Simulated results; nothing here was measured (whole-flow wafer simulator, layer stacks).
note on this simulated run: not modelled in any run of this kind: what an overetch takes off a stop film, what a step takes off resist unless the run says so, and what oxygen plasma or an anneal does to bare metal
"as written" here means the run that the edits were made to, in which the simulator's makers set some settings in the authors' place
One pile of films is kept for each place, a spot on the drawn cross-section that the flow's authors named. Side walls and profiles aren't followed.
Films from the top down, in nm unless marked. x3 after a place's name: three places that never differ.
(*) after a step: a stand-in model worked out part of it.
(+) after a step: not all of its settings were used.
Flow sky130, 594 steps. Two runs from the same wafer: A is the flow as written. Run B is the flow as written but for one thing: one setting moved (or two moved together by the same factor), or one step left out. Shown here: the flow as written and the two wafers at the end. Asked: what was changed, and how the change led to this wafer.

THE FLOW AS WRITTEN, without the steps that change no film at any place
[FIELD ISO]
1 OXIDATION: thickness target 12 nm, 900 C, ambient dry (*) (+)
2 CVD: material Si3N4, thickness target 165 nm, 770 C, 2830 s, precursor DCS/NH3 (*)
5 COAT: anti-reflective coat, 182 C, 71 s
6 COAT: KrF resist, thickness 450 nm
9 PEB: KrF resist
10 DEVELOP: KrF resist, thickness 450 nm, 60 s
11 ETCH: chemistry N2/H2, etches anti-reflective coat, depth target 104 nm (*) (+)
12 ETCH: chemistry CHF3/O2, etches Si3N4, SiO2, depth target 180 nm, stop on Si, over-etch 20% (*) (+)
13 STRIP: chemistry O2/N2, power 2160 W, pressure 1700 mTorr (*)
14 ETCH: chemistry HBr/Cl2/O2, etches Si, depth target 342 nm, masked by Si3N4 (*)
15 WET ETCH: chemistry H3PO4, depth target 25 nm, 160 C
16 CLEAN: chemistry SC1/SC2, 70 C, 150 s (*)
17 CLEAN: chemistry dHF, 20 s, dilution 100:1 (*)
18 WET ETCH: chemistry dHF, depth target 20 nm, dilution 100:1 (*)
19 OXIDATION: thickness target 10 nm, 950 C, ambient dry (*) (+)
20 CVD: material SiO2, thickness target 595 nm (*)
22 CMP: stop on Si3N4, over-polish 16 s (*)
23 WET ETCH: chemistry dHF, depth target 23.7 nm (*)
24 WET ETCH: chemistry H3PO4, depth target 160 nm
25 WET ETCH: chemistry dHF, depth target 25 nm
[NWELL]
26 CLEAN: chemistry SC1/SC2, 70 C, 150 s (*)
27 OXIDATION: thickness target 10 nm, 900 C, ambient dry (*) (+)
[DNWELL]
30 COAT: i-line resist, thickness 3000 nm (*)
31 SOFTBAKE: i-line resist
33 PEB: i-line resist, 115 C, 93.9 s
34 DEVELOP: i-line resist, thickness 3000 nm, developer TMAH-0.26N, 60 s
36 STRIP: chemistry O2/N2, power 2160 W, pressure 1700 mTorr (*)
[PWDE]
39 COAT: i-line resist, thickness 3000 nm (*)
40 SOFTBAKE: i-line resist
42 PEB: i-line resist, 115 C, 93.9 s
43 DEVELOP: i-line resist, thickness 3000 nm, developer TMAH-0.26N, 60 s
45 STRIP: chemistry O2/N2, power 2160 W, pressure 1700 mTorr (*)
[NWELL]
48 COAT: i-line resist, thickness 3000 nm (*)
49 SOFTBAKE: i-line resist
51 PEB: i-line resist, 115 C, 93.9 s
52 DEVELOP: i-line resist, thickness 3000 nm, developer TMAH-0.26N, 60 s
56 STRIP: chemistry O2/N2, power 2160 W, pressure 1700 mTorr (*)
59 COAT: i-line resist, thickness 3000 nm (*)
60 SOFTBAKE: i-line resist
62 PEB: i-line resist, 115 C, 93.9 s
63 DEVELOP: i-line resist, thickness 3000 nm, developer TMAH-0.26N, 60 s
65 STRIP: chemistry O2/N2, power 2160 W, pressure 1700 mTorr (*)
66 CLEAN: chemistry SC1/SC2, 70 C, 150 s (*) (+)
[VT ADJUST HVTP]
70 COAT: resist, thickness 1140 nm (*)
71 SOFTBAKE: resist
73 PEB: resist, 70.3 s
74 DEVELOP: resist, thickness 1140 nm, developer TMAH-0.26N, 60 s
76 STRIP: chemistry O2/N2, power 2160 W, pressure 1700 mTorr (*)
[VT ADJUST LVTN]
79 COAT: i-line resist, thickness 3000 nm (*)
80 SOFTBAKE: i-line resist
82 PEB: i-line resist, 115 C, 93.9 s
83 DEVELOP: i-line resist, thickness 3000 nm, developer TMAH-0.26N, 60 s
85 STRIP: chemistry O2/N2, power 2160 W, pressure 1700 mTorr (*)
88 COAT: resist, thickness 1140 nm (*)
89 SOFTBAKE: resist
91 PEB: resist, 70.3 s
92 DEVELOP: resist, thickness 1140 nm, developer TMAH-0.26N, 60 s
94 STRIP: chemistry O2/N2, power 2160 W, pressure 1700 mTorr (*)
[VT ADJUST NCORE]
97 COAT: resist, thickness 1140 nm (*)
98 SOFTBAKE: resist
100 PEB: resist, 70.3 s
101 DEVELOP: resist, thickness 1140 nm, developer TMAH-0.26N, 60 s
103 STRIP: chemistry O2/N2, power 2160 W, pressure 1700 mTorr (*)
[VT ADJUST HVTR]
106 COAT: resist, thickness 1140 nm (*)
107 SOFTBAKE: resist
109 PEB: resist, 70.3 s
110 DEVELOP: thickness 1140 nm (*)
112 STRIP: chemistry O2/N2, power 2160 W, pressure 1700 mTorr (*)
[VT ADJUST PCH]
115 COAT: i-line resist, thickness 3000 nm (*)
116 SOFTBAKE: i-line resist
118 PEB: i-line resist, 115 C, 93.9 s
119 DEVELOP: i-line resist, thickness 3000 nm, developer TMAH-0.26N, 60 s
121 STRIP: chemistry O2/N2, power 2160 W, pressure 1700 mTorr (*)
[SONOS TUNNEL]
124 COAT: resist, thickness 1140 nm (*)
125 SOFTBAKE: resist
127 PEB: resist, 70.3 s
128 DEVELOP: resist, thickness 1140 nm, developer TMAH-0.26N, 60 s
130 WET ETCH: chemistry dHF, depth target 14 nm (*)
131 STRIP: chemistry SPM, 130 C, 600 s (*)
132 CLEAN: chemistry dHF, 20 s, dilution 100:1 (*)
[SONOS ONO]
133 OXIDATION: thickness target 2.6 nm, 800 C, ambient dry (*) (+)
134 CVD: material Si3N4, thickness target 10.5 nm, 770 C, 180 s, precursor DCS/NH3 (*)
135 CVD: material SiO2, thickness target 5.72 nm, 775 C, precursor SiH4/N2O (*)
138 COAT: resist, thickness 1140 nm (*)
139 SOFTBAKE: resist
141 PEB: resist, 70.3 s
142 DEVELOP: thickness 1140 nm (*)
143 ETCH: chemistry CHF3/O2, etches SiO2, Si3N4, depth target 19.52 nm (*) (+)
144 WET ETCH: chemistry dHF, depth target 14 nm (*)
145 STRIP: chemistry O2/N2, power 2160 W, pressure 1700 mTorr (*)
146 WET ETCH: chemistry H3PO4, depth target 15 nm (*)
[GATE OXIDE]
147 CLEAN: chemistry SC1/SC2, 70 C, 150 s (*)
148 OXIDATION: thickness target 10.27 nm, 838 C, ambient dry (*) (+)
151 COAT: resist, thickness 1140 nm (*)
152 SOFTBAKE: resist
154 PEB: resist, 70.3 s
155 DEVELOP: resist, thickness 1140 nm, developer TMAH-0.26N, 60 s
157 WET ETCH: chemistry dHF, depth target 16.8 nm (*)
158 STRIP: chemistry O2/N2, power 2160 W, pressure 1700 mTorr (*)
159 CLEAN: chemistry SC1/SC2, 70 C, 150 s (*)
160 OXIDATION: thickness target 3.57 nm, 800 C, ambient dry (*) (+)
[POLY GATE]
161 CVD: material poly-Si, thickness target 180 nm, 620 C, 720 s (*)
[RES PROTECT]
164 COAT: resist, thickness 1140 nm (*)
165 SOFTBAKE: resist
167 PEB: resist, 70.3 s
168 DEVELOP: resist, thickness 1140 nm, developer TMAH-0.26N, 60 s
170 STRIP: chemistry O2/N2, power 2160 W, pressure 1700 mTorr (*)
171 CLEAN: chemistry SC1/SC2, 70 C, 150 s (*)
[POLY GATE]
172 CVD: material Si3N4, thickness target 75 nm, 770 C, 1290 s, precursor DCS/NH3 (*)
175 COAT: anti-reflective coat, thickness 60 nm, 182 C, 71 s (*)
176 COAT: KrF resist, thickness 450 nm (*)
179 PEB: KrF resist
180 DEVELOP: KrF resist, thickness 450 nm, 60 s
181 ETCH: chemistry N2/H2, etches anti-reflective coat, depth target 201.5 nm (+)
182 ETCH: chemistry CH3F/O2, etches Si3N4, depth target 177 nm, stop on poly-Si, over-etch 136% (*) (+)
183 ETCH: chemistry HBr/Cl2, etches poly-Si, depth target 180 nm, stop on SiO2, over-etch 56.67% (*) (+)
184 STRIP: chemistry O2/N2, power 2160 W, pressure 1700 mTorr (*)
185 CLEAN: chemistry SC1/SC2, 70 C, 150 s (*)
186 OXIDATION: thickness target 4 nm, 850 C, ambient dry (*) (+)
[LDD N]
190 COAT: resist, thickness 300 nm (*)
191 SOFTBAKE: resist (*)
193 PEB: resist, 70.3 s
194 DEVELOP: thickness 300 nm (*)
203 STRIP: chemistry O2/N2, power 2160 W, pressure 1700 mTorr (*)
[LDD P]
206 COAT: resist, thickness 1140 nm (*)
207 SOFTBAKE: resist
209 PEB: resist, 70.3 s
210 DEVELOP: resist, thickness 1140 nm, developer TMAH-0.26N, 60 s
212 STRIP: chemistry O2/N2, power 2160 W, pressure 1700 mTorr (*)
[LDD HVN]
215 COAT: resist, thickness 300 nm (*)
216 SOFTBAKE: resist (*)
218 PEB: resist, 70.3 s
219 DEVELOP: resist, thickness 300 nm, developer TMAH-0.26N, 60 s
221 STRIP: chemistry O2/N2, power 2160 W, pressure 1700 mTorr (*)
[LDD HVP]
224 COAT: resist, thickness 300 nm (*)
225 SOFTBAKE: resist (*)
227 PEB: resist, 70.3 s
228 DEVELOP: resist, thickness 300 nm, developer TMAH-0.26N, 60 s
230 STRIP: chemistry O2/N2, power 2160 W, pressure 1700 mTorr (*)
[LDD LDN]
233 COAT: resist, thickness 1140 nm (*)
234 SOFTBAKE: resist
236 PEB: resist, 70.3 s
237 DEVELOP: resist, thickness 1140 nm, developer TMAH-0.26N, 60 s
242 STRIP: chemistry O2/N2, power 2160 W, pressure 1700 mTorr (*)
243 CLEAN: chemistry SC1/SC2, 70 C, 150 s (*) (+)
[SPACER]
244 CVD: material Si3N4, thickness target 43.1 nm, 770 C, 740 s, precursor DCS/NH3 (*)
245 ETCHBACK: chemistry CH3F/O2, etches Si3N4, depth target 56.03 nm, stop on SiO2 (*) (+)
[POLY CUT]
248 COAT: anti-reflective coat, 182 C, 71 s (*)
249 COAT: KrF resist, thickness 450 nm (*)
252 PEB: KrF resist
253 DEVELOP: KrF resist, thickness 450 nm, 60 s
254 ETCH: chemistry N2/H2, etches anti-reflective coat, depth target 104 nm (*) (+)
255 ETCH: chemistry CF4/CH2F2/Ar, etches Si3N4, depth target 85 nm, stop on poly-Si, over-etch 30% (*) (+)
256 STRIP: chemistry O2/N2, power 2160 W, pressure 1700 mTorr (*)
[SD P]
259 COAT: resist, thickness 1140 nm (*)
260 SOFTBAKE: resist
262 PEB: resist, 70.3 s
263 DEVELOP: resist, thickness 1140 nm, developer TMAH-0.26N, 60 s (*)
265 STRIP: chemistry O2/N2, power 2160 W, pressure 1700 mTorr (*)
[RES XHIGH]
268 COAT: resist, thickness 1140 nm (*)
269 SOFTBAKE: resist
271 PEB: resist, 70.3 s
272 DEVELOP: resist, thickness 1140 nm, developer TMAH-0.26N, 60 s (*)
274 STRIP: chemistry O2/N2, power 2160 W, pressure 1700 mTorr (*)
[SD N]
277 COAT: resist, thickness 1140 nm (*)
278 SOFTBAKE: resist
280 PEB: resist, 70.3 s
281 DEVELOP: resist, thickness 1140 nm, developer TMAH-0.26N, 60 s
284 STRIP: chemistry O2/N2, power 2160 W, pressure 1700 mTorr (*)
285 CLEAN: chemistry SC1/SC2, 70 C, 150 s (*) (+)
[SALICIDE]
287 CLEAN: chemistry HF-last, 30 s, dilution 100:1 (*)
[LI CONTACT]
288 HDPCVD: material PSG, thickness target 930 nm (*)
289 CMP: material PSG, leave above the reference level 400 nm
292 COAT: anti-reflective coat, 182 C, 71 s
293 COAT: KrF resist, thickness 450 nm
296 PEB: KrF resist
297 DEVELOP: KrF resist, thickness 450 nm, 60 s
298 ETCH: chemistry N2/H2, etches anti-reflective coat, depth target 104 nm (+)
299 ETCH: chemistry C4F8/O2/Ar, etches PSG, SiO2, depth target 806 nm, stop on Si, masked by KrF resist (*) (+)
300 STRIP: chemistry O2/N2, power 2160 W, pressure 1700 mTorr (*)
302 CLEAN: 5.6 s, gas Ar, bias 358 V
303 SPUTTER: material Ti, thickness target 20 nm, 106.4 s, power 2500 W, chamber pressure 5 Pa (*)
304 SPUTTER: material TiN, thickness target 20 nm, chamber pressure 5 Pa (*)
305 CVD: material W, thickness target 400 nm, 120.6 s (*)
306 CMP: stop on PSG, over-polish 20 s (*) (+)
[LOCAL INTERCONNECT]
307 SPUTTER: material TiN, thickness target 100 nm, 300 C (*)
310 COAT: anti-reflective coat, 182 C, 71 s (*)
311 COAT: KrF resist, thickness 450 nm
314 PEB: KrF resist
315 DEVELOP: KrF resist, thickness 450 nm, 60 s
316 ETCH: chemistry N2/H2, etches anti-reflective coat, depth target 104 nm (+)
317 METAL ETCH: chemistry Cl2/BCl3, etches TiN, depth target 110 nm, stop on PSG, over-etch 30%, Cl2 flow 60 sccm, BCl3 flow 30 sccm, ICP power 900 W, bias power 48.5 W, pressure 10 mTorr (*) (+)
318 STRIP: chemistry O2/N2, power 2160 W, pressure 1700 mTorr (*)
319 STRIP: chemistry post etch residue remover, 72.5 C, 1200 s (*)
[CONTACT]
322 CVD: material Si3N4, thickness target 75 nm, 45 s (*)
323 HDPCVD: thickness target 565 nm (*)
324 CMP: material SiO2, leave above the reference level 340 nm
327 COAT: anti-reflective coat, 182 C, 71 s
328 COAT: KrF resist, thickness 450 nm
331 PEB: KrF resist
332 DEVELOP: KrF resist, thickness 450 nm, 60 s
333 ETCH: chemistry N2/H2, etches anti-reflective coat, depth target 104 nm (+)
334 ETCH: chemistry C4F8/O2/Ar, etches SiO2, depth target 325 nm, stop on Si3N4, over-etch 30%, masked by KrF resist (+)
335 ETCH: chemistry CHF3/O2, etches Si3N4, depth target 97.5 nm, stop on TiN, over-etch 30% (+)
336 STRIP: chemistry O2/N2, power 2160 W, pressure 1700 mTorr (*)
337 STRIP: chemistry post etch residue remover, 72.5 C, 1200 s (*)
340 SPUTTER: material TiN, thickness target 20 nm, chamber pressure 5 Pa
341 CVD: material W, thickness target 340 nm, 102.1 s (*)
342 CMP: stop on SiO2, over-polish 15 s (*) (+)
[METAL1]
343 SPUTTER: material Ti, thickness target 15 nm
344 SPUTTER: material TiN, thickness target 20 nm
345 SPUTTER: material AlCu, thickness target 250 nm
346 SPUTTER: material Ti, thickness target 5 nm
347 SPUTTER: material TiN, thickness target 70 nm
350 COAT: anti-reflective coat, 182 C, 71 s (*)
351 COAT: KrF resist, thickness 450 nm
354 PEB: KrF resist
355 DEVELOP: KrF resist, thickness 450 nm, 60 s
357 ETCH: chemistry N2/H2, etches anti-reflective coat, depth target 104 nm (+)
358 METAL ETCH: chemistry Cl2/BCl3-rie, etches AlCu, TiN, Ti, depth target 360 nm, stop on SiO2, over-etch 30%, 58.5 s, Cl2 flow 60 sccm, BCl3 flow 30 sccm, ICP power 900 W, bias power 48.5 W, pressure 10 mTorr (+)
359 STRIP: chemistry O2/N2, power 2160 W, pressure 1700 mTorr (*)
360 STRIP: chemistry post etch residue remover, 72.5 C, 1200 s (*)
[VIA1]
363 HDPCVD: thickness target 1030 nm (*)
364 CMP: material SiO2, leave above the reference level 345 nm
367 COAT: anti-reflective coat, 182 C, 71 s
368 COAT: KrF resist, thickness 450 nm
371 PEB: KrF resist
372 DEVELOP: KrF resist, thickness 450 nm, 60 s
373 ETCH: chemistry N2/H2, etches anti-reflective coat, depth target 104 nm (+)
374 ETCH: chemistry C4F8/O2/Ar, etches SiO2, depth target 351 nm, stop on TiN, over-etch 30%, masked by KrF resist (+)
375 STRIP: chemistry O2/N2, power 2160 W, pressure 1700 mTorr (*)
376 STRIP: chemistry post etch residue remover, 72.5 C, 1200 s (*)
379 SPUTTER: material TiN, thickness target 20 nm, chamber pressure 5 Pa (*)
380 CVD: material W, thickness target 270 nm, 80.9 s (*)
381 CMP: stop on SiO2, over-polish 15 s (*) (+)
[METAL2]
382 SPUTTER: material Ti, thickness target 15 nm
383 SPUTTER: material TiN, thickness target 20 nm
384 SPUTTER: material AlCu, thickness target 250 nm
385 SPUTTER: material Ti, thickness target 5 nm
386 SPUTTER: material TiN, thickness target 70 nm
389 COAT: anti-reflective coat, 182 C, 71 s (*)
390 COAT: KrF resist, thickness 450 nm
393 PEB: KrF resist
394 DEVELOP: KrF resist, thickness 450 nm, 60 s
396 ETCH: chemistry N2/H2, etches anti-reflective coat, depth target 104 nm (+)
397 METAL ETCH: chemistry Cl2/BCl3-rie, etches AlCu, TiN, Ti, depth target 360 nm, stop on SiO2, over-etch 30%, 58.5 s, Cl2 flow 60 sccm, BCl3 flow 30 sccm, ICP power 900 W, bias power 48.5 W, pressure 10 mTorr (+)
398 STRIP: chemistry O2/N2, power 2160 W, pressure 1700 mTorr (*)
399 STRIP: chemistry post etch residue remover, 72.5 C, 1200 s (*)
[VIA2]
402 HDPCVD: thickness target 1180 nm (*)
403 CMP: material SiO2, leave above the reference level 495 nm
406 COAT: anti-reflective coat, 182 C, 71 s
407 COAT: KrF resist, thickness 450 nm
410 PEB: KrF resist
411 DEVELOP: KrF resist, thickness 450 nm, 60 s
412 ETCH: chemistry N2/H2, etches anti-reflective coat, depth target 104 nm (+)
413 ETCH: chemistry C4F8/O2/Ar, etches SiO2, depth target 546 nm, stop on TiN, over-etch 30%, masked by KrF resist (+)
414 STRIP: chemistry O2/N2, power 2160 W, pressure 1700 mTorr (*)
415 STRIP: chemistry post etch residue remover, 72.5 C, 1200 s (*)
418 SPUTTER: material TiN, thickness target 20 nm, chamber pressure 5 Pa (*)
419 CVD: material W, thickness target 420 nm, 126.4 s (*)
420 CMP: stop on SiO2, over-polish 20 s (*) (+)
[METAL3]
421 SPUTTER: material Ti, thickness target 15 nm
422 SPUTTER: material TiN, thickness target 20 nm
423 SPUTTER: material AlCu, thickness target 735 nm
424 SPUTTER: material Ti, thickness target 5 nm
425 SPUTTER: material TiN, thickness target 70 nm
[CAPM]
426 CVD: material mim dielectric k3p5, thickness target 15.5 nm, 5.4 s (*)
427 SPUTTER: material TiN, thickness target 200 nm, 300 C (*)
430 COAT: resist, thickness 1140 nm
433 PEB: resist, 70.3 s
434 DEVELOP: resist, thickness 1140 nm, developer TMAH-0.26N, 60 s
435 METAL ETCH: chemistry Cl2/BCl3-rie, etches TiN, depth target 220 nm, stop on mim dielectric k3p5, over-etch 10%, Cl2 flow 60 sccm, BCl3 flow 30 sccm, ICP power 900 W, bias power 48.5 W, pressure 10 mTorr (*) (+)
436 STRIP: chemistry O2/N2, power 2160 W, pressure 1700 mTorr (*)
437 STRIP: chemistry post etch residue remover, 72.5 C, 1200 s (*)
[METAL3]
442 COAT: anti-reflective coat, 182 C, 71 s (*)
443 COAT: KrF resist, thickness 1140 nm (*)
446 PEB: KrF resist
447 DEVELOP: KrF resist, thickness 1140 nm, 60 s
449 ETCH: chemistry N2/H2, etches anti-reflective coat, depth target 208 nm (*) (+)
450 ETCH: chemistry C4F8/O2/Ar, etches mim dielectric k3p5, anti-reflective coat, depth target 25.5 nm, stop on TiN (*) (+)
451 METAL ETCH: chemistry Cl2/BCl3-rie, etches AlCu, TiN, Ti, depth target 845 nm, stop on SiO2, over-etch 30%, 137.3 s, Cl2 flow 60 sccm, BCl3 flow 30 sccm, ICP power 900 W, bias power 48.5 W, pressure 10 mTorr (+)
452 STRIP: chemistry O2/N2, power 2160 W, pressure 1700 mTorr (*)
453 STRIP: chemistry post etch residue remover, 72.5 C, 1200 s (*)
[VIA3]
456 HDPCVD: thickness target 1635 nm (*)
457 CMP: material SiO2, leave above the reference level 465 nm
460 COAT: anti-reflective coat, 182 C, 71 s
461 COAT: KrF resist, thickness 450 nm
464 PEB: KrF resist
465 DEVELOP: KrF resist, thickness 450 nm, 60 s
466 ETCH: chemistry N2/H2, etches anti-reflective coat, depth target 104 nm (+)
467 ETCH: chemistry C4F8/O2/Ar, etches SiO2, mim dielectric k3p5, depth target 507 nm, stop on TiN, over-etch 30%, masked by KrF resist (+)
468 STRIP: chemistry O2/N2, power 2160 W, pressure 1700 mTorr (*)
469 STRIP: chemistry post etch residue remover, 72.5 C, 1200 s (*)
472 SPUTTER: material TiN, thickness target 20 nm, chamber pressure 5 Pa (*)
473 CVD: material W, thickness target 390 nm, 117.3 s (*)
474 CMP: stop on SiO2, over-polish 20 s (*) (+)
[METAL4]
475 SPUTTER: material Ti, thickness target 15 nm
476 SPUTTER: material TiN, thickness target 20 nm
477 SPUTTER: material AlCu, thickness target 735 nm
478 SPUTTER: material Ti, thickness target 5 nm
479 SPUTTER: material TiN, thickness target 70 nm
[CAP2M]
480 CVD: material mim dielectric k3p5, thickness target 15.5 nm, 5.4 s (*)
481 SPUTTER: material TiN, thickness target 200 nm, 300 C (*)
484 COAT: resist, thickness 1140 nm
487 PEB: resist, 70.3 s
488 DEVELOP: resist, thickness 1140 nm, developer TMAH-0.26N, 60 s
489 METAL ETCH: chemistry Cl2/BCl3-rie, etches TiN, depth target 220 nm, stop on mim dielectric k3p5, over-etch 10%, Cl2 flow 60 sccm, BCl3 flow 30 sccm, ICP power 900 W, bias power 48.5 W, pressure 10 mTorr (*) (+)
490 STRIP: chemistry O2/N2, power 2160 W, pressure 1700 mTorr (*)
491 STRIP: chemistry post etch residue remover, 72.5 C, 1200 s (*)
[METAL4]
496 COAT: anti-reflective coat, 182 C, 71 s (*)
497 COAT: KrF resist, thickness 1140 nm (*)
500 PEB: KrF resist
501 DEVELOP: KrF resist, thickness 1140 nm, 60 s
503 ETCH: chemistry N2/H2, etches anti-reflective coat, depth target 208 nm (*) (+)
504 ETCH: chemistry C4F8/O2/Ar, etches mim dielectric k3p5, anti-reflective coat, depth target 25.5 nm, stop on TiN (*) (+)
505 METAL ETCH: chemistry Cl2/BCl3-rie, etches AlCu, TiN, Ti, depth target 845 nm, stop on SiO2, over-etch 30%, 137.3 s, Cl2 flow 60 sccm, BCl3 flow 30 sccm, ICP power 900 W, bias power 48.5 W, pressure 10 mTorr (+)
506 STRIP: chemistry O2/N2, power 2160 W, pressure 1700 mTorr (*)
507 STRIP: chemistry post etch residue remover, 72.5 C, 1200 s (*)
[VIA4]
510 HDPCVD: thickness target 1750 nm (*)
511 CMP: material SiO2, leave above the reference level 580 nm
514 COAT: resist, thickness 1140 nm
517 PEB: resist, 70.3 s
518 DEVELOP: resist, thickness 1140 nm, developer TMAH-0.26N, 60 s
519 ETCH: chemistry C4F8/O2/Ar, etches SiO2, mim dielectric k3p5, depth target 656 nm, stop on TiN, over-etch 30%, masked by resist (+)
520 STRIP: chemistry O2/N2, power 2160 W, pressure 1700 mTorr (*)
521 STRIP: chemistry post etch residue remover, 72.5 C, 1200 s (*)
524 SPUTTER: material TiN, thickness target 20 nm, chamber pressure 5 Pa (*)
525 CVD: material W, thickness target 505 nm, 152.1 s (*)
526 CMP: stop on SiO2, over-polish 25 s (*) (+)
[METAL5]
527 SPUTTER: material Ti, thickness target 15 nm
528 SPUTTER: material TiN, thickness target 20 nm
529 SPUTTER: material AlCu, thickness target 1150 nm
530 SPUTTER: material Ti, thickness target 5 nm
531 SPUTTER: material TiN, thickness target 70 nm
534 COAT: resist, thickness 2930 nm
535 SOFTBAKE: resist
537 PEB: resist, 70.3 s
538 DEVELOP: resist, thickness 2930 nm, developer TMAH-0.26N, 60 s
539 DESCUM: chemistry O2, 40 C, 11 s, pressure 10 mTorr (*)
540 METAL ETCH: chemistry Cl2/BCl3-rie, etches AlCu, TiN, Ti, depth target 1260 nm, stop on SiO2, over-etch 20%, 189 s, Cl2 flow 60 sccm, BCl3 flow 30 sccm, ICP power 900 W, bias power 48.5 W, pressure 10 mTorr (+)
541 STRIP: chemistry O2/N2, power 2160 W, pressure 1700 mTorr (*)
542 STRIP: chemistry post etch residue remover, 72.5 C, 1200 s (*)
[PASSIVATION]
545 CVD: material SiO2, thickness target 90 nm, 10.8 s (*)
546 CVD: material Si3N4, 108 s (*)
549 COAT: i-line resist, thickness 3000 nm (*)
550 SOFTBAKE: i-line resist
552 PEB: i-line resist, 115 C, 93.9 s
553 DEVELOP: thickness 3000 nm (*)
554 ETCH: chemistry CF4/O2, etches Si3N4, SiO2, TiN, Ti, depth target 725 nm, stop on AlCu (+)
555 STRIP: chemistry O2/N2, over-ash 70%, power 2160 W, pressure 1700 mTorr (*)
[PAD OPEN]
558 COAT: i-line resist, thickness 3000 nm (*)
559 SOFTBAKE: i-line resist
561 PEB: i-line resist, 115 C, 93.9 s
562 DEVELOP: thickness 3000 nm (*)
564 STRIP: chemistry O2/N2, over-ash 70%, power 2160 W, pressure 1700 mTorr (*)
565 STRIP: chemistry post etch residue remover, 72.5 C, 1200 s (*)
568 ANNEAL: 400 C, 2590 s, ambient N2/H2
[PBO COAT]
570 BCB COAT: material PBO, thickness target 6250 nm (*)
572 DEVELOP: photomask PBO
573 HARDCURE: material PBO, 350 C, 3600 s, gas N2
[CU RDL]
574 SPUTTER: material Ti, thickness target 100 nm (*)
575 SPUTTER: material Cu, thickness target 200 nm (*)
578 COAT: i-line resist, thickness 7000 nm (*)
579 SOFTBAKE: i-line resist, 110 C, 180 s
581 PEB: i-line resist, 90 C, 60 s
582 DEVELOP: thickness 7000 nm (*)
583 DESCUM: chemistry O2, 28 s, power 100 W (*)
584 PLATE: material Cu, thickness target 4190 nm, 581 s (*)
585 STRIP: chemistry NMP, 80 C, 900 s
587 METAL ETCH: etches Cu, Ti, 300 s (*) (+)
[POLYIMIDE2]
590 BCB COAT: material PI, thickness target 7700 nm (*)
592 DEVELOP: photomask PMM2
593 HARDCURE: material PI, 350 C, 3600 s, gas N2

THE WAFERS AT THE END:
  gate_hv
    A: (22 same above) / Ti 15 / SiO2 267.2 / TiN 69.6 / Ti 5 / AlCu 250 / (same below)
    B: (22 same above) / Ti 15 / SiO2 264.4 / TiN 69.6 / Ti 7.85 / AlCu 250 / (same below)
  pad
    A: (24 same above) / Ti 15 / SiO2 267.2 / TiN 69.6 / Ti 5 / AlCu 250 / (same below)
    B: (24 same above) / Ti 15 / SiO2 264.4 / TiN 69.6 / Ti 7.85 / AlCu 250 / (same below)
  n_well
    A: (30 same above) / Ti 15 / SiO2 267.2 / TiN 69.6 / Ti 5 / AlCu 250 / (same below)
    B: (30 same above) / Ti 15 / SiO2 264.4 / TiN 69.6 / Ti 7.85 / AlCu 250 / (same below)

The cause: step 346, SPUTTER: thickness target 7.85 nm was run, where the flow has thickness target 5 nm.
It can be read off the wafer: gate_hv has Ti 7.85, and step 346 as written asks for 5 nm.

How the change led to this, step by step:
  346 SPUTTER: material Ti, thickness target 5 nm
      field, active, n_well and 188 more: A Ti +5 (new film) | B Ti +7.85 (new film)
  358 METAL ETCH: chemistry Cl2/BCl3-rie, etches AlCu, TiN, Ti, depth target 360 nm, stop on SiO2, over-etch 30%, 58.5 s, Cl2 flow 60 sccm, BCl3 flow 30 sccm, ICP power 900 W, bias power 48.5 W, pressure 10 mTorr (+)
      field, active, gate and 81 more: A TiN -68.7 (all of it), Ti -5 (all of it), AlCu -250 (all of it), TiN -20 (all of it), Ti -15 (all of it), SiO2 -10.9 | B TiN -68.7 (all of it), Ti -7.85 (all of it), AlCu -250 (all of it), TiN -20 (all of it), Ti -15 (all of it), SiO2 -10.6
